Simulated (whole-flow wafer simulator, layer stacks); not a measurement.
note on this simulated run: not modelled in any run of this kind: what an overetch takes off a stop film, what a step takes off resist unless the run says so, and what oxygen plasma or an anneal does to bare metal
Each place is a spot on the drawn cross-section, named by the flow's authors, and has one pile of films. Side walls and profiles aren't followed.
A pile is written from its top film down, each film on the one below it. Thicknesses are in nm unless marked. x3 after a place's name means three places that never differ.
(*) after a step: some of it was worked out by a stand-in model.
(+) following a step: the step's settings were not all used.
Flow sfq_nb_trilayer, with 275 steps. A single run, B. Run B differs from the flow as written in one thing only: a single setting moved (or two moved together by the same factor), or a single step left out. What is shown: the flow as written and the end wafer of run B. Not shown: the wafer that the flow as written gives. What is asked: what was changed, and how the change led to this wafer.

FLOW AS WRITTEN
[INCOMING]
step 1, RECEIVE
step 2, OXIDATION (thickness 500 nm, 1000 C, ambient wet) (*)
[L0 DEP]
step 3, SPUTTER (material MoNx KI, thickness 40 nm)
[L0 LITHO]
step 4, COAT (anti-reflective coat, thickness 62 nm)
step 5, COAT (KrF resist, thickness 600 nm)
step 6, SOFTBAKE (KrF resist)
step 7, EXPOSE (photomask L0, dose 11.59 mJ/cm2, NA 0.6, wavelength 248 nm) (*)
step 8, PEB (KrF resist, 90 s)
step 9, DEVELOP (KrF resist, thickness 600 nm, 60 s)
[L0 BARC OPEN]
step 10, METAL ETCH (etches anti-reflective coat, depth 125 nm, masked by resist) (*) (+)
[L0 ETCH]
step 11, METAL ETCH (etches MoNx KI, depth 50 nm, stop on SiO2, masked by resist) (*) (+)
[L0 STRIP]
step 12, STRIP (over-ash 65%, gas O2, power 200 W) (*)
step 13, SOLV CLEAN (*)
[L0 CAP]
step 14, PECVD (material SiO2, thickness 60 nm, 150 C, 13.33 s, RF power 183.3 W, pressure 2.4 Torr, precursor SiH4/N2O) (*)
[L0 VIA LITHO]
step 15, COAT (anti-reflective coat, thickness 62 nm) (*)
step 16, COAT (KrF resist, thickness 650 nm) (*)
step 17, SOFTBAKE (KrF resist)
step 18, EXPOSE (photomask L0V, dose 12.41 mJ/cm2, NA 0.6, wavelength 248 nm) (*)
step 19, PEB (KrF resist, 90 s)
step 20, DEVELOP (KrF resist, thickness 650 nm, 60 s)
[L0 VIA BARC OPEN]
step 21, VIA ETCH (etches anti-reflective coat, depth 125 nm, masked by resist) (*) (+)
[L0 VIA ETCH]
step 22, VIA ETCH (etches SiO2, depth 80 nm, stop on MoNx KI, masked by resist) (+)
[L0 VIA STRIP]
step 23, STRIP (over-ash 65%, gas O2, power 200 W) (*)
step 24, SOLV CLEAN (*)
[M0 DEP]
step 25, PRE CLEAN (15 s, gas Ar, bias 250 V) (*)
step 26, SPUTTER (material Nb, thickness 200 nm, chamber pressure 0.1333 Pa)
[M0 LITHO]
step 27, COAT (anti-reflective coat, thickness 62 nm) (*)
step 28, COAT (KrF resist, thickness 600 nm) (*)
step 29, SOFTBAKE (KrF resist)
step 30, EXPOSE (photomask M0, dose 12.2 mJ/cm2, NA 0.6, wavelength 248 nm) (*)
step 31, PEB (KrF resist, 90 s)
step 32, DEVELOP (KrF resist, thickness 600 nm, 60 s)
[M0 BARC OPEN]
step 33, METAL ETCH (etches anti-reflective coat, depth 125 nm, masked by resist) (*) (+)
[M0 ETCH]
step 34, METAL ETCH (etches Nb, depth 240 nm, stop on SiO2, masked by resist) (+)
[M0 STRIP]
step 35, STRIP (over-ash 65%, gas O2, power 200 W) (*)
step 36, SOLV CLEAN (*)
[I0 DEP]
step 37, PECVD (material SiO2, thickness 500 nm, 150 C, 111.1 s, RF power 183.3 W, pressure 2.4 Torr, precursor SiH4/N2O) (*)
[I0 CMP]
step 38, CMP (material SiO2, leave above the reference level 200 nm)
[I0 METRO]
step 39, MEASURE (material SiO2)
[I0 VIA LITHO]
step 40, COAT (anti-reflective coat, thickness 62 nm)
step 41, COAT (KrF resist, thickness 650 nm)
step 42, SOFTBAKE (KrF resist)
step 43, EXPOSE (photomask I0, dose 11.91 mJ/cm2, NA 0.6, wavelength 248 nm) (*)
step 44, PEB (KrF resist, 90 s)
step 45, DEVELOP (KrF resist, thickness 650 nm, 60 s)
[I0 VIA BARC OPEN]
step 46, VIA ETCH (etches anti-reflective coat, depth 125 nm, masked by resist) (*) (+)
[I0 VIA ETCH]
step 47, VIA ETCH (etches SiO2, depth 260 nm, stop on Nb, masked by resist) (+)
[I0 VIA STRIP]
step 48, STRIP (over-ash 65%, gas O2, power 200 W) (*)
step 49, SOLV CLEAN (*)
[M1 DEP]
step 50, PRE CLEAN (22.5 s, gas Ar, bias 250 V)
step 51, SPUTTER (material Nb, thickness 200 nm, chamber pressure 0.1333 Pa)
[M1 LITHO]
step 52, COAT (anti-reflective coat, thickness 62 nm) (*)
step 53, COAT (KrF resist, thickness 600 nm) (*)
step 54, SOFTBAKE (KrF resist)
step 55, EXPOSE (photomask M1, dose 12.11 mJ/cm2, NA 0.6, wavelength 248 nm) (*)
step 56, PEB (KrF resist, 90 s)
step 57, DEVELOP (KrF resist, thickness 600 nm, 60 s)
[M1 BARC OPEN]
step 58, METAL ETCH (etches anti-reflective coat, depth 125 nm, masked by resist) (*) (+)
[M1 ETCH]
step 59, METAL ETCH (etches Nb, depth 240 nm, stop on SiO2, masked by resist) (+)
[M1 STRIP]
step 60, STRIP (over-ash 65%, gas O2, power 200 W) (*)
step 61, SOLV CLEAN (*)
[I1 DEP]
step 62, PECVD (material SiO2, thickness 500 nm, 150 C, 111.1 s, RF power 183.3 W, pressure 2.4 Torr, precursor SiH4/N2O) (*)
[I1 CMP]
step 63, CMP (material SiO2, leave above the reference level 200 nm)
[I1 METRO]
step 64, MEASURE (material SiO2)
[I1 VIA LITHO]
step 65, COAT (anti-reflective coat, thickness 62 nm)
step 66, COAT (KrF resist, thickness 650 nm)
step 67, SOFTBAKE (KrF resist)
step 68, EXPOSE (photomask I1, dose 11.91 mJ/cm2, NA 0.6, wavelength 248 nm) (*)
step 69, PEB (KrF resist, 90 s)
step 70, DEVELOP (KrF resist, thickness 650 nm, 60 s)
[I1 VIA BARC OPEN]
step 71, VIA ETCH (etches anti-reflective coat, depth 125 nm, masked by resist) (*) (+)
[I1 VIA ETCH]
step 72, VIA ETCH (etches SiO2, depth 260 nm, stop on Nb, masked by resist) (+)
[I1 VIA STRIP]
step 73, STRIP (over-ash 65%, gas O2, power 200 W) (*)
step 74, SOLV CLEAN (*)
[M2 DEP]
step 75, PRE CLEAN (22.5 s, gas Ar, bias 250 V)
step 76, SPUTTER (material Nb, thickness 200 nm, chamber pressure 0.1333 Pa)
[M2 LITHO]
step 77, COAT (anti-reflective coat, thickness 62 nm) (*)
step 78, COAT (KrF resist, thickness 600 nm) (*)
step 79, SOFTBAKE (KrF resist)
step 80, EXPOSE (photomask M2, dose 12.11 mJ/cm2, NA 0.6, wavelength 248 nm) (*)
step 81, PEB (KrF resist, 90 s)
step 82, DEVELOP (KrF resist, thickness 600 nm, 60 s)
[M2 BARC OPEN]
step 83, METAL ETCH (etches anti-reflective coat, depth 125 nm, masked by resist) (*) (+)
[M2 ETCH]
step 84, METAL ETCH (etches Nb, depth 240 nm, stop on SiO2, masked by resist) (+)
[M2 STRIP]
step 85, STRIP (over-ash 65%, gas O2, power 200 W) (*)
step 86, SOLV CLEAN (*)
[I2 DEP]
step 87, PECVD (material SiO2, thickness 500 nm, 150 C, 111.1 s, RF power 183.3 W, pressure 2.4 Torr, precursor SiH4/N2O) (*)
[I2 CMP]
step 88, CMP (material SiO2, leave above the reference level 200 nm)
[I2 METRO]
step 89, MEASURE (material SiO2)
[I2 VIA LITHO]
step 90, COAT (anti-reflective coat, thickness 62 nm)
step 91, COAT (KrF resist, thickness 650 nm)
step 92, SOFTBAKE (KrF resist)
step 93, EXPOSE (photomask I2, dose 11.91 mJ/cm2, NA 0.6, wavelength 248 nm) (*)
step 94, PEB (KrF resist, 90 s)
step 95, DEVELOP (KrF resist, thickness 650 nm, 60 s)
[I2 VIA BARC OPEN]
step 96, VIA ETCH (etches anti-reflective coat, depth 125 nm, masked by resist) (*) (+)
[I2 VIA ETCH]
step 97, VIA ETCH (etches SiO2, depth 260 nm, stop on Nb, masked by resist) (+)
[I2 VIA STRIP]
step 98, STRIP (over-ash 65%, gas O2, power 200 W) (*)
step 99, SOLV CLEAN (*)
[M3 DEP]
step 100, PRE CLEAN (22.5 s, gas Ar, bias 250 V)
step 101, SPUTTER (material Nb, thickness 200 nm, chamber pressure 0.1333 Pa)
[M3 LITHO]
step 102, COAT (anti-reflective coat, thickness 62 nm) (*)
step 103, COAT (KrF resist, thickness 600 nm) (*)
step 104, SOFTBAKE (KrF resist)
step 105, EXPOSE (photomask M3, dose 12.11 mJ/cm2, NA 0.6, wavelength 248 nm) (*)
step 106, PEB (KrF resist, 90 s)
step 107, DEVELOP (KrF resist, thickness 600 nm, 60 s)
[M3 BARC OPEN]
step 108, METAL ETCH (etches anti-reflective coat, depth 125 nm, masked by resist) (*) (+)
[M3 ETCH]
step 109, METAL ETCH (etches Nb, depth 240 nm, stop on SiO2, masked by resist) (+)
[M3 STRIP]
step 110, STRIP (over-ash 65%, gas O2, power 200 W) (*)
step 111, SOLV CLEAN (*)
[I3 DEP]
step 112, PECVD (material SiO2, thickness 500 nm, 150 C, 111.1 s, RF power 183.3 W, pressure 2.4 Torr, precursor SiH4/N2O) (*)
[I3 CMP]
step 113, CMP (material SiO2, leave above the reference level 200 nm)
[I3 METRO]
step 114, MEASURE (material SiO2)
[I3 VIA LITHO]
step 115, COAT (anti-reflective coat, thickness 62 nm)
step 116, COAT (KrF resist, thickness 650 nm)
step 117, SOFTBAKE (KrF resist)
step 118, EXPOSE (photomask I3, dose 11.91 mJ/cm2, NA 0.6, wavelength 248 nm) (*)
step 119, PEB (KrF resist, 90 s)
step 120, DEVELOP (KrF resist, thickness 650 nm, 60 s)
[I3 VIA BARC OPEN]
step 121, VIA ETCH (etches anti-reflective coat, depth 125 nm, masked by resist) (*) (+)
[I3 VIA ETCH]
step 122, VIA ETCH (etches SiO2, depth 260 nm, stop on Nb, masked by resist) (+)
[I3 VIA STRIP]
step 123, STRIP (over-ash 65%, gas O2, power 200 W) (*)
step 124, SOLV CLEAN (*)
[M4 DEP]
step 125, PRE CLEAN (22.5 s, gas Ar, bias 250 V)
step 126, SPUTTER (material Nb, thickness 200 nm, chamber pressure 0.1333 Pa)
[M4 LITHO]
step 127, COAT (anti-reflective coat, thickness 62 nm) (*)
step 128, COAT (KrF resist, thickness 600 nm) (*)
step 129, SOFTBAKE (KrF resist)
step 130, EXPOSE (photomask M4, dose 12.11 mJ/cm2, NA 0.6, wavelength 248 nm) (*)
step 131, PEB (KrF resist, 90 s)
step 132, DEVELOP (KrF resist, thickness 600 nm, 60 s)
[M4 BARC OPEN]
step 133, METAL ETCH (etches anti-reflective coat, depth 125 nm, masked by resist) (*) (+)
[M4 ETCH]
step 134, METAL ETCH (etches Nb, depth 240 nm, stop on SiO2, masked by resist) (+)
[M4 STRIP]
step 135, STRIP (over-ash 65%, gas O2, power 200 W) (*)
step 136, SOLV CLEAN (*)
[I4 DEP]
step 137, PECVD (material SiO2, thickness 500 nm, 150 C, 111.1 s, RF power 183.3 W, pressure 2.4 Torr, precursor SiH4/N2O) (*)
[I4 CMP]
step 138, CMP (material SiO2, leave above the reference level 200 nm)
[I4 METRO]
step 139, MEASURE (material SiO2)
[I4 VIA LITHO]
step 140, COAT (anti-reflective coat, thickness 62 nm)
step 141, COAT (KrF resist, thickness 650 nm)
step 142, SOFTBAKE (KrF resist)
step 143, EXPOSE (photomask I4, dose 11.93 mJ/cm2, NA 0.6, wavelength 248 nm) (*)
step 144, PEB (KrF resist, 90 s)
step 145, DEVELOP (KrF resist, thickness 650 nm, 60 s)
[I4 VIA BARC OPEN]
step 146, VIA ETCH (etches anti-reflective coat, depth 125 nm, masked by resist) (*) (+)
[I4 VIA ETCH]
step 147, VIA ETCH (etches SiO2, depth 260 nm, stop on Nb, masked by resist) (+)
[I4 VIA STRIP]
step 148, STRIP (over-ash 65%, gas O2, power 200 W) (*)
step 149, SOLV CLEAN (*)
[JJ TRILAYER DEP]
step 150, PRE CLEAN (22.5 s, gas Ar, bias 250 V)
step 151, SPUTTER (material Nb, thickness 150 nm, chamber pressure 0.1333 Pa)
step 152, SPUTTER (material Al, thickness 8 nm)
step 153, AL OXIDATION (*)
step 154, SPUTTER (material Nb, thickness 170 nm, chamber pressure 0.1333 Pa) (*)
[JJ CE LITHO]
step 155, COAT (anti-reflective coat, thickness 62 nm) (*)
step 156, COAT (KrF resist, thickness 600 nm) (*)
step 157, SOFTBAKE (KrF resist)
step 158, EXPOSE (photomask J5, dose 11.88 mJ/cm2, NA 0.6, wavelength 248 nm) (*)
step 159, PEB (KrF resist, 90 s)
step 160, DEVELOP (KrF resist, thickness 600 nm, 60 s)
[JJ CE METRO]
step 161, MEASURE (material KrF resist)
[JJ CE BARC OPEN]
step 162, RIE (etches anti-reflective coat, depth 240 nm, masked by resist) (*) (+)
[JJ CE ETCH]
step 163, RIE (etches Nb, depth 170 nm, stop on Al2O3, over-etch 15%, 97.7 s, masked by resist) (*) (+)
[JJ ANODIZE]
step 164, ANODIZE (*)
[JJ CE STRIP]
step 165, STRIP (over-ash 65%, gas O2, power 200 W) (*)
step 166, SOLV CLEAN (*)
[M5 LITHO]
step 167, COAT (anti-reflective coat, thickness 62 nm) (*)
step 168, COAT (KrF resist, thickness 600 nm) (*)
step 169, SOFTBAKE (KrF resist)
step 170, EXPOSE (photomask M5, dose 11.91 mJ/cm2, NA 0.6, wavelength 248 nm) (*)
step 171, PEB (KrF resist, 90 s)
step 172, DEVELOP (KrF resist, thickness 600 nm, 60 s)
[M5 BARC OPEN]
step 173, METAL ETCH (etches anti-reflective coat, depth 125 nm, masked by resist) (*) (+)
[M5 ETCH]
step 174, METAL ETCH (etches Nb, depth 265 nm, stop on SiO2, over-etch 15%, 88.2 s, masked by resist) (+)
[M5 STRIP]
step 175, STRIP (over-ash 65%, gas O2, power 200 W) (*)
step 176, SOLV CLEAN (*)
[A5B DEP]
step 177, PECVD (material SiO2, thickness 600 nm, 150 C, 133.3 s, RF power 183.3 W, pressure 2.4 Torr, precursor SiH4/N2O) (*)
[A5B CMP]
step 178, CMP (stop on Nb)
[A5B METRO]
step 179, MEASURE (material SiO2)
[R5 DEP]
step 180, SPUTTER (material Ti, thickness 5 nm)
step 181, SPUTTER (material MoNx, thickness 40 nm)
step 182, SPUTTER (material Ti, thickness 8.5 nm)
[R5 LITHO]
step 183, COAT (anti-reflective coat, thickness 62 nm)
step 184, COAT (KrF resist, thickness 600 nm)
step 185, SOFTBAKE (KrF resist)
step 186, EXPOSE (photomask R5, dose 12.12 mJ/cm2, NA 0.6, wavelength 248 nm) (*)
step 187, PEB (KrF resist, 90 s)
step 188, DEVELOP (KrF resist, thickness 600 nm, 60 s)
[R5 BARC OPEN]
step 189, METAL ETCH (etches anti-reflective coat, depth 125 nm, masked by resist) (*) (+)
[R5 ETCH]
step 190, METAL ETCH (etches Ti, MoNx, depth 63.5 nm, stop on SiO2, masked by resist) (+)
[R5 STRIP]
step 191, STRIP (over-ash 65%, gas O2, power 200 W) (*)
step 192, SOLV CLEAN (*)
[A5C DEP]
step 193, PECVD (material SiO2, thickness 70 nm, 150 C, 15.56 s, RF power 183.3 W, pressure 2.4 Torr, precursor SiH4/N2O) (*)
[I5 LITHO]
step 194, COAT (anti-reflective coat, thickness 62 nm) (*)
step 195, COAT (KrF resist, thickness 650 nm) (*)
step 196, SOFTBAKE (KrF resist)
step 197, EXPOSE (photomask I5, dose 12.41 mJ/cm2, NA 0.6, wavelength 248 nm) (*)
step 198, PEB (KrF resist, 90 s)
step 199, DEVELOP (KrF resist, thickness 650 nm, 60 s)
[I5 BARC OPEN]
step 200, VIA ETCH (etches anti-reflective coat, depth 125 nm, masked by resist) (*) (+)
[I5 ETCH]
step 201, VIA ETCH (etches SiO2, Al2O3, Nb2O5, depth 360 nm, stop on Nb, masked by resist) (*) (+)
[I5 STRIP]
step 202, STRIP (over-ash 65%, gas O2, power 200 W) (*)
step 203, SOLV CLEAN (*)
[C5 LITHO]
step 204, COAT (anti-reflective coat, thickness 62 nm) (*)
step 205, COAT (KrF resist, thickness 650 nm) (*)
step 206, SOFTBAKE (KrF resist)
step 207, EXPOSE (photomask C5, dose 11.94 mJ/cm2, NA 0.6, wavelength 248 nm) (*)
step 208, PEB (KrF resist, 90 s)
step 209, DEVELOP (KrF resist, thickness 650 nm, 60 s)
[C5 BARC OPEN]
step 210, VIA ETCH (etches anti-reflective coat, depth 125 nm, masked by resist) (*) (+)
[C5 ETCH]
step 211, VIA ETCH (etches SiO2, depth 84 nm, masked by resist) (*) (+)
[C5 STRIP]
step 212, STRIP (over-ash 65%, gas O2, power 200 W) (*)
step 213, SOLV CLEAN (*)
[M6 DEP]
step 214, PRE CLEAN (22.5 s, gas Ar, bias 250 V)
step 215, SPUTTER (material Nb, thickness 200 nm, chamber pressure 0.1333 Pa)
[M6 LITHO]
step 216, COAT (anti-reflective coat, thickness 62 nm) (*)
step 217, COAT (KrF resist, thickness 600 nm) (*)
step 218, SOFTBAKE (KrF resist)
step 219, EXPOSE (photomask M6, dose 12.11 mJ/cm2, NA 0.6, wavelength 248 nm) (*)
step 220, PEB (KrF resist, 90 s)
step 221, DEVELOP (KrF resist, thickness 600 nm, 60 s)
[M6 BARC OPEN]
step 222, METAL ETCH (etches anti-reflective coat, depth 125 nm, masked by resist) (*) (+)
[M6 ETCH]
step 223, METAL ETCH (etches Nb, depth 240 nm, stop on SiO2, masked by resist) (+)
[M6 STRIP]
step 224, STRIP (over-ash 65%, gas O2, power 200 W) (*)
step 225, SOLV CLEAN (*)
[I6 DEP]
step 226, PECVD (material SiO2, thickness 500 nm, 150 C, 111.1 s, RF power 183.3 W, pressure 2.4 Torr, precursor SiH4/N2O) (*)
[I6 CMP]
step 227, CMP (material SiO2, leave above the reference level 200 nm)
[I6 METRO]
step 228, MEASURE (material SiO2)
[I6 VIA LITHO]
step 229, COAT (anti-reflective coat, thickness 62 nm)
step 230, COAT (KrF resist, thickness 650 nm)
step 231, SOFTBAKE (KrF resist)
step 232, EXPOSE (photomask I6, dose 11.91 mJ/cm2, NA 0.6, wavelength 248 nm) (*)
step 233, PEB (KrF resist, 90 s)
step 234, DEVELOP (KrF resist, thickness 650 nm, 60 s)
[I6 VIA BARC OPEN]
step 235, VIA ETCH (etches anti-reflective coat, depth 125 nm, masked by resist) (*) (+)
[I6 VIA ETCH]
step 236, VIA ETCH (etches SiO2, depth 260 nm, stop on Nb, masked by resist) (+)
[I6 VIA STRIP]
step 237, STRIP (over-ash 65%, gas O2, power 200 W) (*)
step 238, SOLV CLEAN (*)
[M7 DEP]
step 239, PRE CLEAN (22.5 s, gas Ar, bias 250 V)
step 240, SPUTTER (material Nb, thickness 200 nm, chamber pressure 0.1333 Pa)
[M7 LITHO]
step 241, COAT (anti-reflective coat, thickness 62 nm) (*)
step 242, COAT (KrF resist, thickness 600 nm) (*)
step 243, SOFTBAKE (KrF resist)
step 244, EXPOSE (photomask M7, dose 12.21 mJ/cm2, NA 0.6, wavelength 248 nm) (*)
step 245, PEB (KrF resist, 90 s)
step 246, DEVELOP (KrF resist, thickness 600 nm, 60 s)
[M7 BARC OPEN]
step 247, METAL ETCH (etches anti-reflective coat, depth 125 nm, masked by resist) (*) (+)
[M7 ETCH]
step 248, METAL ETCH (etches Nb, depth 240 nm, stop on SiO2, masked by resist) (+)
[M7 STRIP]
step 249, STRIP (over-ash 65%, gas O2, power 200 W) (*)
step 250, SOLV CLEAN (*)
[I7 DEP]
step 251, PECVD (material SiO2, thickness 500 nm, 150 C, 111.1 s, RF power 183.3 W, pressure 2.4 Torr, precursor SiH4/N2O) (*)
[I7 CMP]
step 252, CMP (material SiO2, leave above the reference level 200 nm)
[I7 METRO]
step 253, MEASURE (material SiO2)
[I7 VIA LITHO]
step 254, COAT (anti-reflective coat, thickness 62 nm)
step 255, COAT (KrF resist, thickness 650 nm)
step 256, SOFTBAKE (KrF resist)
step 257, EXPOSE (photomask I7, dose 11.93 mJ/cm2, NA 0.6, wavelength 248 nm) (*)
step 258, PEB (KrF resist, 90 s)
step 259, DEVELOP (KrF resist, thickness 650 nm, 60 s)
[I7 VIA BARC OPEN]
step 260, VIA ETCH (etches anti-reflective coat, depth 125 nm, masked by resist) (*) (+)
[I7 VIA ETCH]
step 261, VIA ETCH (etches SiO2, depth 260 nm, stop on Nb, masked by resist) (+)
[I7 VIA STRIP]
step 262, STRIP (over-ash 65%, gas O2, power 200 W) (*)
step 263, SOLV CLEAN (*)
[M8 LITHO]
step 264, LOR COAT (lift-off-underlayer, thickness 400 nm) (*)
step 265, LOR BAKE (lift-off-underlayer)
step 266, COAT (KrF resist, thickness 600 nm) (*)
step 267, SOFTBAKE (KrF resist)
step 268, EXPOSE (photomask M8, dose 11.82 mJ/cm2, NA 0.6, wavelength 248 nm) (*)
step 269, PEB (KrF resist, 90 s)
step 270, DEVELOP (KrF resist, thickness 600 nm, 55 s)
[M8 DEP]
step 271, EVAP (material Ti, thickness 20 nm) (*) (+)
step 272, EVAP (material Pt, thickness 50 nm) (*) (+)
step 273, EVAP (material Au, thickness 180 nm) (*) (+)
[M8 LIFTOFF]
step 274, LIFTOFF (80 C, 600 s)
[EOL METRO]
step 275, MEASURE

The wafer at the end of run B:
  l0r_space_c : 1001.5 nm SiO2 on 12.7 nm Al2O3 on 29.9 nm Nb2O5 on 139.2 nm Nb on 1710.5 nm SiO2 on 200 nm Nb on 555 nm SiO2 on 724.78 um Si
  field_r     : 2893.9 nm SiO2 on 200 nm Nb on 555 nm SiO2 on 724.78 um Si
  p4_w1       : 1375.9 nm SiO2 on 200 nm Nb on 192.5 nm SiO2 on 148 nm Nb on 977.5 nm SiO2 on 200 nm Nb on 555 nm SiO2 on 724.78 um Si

The reason: step 101, SPUTTER: thickness 148 nm was run, though the flow has thickness 200 nm.
The wafer itself shows it: p4_w1 has Nb 148, and step 101 as written asks for 200 nm.

Step by step, how the change led to this:
  step 101, SPUTTER (material Nb, thickness 200 nm, chamber pressure 0.1333 Pa)
      field_l, v_sur, via_wl and 102 more: Nb gains 148 (new film) (it would be, as written: Nb gains 200 (new film))
      via_w: Nb gains 122.2 (it would be, as written: Nb gains 165.5)
  step 102, COAT (anti-reflective coat, thickness 62 nm) (*)
      via_wl, via_wr: anti-reflective coat gains 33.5 (new film) (it would be, as written: anti-reflective coat gains 34.2 (new film))
      via_w: anti-reflective coat gains 122.2 (new film) (it would be, as written: anti-reflective coat gains 124.8 (new film))
  step 109, METAL ETCH (etches Nb, depth 240 nm, stop on SiO2, masked by resist) (+)
      field_l, be, be_sur and 72 more: Nb loses 148 (all of it) (it would be, as written: Nb loses 200 (all of it))
      v_sur, via_wl, via_w and 28 more: KrF resist loses 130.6 (it would be, as written: KrF resist loses 141.2)
  step 110, STRIP (over-ash 65%, gas O2, power 200 W) (*)
      p4_w1, p4_w2, p4_w3 and 21 more: KrF resist loses 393 (all of it), anti-reflective coat loses 62 (all of it) (it would be, as written: KrF resist loses 382.4 (all of it), anti-reflective coat loses 62 (all of it))
      via_wl, via_wr: KrF resist loses 396.1 (all of it), anti-reflective coat loses 33.5 (all of it) (it would be, as written: KrF resist loses 384.2 (all of it), anti-reflective coat loses 34.2 (all of it))
      (as well as at 5 more places)
  step 112, PECVD (material SiO2, thickness 500 nm, 150 C, 111.1 s, RF power 183.3 W, pressure 2.4 Torr, precursor SiH4/N2O) (*)
      p4_g1, p4_g2, p3_s0, p3_s1, p3_s2, p3_s3, p3_s4, p3_s5: SiO2 gains 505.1 (it would be, as written: SiO2 gains 557.1)
      via_w: SiO2 gains 601.1 (new film) (it would be, as written: SiO2 gains 615 (new film))
  step 113, CMP (material SiO2, leave above the reference level 200 nm)
      field_l, be, be_sur and 64 more: SiO2 loses 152 (it would be, as written: SiO2 loses 100)
      via_w: SiO2 loses 176.4 (it would be, as written: SiO2 loses 181.6)
